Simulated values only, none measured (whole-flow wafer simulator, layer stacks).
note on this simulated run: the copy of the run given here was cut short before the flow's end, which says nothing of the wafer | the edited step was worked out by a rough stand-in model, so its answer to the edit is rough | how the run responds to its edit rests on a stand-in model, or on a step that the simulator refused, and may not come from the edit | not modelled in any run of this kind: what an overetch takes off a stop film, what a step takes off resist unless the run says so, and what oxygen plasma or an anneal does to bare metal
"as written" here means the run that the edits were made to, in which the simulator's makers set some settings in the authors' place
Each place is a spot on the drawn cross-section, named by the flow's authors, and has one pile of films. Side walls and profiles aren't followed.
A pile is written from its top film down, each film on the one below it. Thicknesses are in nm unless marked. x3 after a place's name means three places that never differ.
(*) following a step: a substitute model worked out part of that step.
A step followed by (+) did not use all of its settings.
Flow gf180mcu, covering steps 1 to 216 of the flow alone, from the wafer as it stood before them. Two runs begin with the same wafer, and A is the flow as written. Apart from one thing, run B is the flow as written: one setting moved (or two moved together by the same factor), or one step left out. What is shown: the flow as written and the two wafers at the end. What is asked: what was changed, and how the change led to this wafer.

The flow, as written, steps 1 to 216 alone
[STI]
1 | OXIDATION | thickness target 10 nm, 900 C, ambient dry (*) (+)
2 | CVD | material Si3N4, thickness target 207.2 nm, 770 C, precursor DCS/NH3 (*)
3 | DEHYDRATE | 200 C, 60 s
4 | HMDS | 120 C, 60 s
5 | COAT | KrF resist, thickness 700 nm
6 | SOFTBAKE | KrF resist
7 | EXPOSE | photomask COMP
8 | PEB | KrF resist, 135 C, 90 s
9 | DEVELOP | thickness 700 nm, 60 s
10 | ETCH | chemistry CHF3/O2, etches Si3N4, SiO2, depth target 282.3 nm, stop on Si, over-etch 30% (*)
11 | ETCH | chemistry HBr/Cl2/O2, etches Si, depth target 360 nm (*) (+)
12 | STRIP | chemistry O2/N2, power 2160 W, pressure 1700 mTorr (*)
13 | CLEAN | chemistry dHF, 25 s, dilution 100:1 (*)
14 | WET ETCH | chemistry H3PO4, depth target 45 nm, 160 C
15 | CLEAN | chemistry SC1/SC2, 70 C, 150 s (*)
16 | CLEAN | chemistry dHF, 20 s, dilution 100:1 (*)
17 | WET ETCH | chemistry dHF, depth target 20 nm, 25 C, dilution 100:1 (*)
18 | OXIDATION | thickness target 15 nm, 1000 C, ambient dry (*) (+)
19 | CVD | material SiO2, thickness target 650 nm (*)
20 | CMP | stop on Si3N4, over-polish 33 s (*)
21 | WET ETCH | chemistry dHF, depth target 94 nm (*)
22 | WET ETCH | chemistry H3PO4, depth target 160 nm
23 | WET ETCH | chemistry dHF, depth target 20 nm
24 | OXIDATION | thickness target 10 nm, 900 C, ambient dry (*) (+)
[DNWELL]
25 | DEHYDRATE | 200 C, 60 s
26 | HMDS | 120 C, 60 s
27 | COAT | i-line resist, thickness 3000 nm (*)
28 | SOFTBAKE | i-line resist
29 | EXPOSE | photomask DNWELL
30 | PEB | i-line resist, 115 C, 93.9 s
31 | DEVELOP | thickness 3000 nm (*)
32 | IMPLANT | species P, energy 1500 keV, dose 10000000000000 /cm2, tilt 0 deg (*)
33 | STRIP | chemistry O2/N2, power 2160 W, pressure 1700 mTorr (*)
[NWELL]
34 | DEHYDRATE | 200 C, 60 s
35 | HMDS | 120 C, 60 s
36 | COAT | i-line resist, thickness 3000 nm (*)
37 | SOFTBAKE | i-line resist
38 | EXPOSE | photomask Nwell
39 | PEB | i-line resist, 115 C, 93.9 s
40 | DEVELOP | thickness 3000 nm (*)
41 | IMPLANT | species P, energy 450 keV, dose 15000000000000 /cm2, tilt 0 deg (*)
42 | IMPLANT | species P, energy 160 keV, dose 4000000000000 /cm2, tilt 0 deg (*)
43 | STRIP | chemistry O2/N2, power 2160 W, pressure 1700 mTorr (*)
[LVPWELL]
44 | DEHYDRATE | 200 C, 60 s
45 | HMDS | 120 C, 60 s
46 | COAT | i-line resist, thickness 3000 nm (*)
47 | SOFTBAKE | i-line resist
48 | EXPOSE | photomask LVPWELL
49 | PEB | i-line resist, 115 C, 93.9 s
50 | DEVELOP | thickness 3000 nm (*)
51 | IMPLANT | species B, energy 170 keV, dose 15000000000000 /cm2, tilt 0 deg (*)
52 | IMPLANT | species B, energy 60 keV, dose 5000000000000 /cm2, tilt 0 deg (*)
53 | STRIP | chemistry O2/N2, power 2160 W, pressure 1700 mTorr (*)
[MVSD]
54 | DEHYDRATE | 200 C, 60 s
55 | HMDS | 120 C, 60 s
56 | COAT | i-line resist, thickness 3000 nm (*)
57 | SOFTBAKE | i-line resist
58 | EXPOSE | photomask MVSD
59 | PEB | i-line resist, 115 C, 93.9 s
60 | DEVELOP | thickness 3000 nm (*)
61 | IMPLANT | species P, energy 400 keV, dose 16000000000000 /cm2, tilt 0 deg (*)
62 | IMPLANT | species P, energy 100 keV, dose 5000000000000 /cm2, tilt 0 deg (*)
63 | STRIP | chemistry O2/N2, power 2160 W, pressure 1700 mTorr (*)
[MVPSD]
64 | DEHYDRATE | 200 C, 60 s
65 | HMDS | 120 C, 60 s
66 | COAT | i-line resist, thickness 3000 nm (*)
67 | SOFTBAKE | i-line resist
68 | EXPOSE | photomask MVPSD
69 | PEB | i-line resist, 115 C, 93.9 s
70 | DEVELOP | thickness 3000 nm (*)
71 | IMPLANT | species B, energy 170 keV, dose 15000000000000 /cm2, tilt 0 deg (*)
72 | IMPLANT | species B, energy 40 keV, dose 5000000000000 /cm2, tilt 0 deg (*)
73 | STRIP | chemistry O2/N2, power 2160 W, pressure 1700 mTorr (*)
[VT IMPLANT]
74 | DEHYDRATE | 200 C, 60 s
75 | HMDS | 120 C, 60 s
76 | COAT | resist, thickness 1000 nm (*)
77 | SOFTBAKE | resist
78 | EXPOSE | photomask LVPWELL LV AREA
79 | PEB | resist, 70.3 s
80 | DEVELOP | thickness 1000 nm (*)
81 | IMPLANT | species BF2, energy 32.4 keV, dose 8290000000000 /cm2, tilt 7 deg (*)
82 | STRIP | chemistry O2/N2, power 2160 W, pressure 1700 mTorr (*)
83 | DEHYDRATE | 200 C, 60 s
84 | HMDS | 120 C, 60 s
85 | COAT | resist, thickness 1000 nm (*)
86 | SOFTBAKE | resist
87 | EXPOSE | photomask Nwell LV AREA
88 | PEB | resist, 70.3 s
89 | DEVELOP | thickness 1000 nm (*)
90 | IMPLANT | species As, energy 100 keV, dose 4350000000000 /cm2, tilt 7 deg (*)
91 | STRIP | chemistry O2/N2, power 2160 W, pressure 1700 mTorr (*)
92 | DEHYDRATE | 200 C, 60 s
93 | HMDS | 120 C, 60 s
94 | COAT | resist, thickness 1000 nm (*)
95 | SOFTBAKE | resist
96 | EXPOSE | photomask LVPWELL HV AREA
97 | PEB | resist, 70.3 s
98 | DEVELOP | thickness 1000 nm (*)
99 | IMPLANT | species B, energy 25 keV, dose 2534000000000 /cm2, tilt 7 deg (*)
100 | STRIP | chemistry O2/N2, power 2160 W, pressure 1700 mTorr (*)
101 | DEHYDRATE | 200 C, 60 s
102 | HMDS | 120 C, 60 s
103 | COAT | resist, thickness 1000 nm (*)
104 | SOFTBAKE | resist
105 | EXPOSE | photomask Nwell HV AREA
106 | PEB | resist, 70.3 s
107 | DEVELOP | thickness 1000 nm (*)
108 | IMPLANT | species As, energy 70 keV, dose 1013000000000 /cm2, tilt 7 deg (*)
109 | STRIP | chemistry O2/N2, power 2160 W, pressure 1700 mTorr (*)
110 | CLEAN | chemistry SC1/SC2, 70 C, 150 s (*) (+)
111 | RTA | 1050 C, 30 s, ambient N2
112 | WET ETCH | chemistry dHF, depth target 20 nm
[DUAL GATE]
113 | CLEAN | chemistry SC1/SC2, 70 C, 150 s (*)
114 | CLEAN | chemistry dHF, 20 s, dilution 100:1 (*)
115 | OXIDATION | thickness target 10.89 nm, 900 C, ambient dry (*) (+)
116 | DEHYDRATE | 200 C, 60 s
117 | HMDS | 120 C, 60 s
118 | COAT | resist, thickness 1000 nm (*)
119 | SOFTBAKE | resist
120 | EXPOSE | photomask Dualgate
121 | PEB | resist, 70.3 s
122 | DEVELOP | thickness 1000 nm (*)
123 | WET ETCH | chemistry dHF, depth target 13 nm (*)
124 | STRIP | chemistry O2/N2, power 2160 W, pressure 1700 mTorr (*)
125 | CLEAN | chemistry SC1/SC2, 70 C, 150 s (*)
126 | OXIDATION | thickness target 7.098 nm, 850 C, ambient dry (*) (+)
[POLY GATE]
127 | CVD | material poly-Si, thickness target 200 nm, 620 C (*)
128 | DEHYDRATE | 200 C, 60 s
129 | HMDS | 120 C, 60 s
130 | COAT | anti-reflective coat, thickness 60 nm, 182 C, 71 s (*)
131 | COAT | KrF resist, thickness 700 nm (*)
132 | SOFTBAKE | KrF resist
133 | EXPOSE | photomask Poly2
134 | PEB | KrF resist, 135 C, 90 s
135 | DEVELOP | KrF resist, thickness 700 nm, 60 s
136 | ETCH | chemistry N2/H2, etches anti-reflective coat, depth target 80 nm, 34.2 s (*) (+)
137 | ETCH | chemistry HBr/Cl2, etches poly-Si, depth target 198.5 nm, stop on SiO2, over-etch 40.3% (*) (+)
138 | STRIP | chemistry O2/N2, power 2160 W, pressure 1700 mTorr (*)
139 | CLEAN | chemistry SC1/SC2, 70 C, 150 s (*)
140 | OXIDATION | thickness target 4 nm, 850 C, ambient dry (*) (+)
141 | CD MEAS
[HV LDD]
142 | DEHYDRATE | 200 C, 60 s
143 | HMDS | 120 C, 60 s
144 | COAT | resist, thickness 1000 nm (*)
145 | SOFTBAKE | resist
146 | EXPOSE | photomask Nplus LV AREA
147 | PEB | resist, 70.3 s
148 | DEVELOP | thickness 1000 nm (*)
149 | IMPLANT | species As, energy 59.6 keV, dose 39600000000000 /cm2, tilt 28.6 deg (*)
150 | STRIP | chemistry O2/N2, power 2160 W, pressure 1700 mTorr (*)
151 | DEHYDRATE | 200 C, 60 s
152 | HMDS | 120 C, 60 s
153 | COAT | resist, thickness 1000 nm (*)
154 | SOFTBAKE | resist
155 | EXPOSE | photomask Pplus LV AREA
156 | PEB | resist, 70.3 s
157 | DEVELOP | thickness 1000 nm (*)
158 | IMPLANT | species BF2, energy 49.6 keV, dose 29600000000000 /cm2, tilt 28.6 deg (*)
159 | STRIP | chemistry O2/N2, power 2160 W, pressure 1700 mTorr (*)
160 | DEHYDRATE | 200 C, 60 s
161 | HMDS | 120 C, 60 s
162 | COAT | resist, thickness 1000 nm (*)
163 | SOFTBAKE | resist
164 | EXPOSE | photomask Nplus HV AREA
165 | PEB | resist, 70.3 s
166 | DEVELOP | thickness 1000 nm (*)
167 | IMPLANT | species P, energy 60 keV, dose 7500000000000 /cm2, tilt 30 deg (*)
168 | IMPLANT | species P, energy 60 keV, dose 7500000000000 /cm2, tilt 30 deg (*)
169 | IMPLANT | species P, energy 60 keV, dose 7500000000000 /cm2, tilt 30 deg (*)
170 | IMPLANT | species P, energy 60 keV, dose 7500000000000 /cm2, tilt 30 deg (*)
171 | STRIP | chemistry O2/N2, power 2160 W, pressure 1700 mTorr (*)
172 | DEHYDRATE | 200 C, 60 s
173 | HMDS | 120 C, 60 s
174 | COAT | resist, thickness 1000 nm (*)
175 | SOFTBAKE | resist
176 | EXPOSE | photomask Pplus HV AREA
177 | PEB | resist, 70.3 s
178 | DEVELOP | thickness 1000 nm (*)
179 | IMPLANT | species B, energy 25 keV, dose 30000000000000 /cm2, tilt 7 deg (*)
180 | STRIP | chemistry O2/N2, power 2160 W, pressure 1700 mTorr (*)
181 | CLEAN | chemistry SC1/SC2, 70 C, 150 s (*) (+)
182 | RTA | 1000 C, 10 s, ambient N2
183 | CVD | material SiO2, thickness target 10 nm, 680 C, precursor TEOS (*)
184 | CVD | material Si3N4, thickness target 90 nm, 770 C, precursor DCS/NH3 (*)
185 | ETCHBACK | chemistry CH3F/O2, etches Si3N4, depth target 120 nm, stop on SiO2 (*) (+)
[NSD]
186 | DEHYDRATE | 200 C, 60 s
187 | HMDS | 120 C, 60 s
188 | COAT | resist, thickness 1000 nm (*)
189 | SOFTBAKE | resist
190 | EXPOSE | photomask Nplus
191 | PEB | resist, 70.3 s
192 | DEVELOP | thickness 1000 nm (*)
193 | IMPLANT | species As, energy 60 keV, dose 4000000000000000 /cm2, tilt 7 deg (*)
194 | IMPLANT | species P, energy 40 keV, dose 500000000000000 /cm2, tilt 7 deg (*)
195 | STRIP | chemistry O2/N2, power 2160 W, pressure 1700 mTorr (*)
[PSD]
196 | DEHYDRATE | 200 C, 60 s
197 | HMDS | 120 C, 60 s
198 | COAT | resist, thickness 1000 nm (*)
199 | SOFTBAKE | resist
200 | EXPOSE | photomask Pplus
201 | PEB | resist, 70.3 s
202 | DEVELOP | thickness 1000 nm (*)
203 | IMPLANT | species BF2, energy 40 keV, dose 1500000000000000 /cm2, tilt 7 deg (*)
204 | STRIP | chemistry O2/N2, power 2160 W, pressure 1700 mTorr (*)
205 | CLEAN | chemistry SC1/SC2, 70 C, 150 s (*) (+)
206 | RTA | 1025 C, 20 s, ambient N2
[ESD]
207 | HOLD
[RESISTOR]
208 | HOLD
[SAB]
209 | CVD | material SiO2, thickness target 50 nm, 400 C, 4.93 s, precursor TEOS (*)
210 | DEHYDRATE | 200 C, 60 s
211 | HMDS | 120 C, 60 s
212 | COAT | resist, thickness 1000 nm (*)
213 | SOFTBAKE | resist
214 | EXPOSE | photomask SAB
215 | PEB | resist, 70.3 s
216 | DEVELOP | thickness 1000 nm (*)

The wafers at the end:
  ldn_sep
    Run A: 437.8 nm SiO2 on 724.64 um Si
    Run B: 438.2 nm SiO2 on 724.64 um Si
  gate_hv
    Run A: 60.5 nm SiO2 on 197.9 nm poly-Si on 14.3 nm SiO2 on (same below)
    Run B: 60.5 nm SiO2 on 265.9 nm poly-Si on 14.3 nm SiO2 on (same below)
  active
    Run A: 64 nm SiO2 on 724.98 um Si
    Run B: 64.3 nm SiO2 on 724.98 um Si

Cause: step 127, CVD: thickness target 268 nm was run, whereas the flow has thickness target 200 nm.

How this came from the change, step by step:
  127 | CVD | material poly-Si, thickness target 200 nm, 620 C (*)
      field, field__w1, field__w2 and 89 more: A +200 poly-Si (new film) | B +268 poly-Si (new film)
  137 | ETCH | chemistry HBr/Cl2, etches poly-Si, depth target 198.5 nm, stop on SiO2, over-etch 40.3% (*) (+)
      sti, mim_1p0 x3, iso_nw_fld and 7 more: A -198.8 poly-Si (all of it), -0.4 SiO2 | B -266.8 poly-Si (all of it)
      nw_enc_fld, ldn_sep, ldn_dft, ldp_dft: A -198.6 poly-Si (all of it), -0.4 SiO2 | B -266.6 poly-Si (all of it)
      (also at 48 further places)
  144 | COAT | resist, thickness 1000 nm (*)
      polyc_n, polyc_p: A +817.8 resist (new film) | B +761.2 resist (new film)
      gate: A +837.3 resist (new film) | B +781 resist (new film)
      (also at 26 further places)
  145 | SOFTBAKE | resist
      ldn_dft, ldp_dft: A -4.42 resist | B -6.35 resist
      field__w1: A +4.19 resist | B +6.06 resist
      (also at 69 further places)
  147 | PEB | resist, 70.3 s
      polyc_n, polyc_n_rim, polyc_p, polyc_p_rim: A -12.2 resist | B -11.1 resist
      ld_gate_n, ld_acc_n, ld_gate_p: A -13.2 resist | B -12.3 resist
      (also at 24 further places)
  148 | DEVELOP | thickness 1000 nm (*)
      gate: A -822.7 resist (all of it) | B -766.2 resist (all of it)
      npoly_u: A -821.5 resist (all of it) | B -766.7 resist (all of it)
      (also at 3 further places)
  150 | STRIP | chemistry O2/N2, power 2160 W, pressure 1700 mTorr (*)
      gate_hv: A -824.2 resist (all of it) | B -770.9 resist (all of it)
      gate_p: A -828.7 resist (all of it) | B -773.5 resist (all of it)
      (also at 22 further places)
  153 | COAT | resist, thickness 1000 nm (*)
      polyc_n, polyc_p: A +817.8 resist (new film) | B +761.2 resist (new film)
      gate: A +837.3 resist (new film) | B +781 resist (new film)
      (also at 26 further places)
  154 | SOFTBAKE | resist
      ldn_dft, ldp_dft: A -4.42 resist | B -6.35 resist
      field__w1: A +4.19 resist | B +6.06 resist
      (also at 69 further places)
  156 | PEB | resist, 70.3 s
      polyc_n, polyc_n_rim, polyc_p, polyc_p_rim: A -12.2 resist | B -11.1 resist
      ld_gate_n, ld_acc_n, ld_gate_p: A -13.2 resist | B -12.3 resist
      (also at 24 further places)
  157 | DEVELOP | thickness 1000 nm (*)
      gate_p: A -828.7 resist (all of it) | B -773.5 resist (all of it)
      ppoly_u: A -827 resist (all of it) | B -774.2 resist (all of it)
      (also at 3 further places)
  159 | STRIP | chemistry O2/N2, power 2160 W, pressure 1700 mTorr (*)
      gate: A -822.7 resist (all of it) | B -766.1 resist (all of it)
      gate_hv: A -824.2 resist (all of it) | B -770.9 resist (all of it)
      (also at 22 further places)
  162 | COAT | resist, thickness 1000 nm (*)
      polyc_n, polyc_p: A +817.8 resist (new film) | B +761.2 resist (new film)
      gate: A +837.3 resist (new film) | B +781 resist (new film)
      (also at 26 further places)
  163 | SOFTBAKE | resist
      ldn_dft, ldp_dft: A -4.42 resist | B -6.35 resist
      field__w1: A +4.19 resist | B +6.06 resist
      (also at 69 further places)
  165 | PEB | resist, 70.3 s
      polyc_n, polyc_n_rim, polyc_p, polyc_p_rim: A -12.2 resist | B -11.1 resist
      ld_gate_n, ld_acc_n, ld_gate_p: A -13.2 resist | B -12.3 resist
      (also at 24 further places)
  166 | DEVELOP | thickness 1000 nm (*)
      gate_hv: A -824.2 resist (all of it) | B -770.9 resist (all of it)
      gate_nat: A -854.5 resist (all of it) | B -811.5 resist (all of it)
      (also at 7 further places)
  ... 20 further steps ...
  216 | DEVELOP | thickness 1000 nm (*)
      field_sub__w2: A -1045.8 resist (all of it) | B -1070.4 resist (all of it)
      field_sub__w3: A -1036.7 resist (all of it) | B -1058.2 resist (all of it)
      (also at 35 further places)
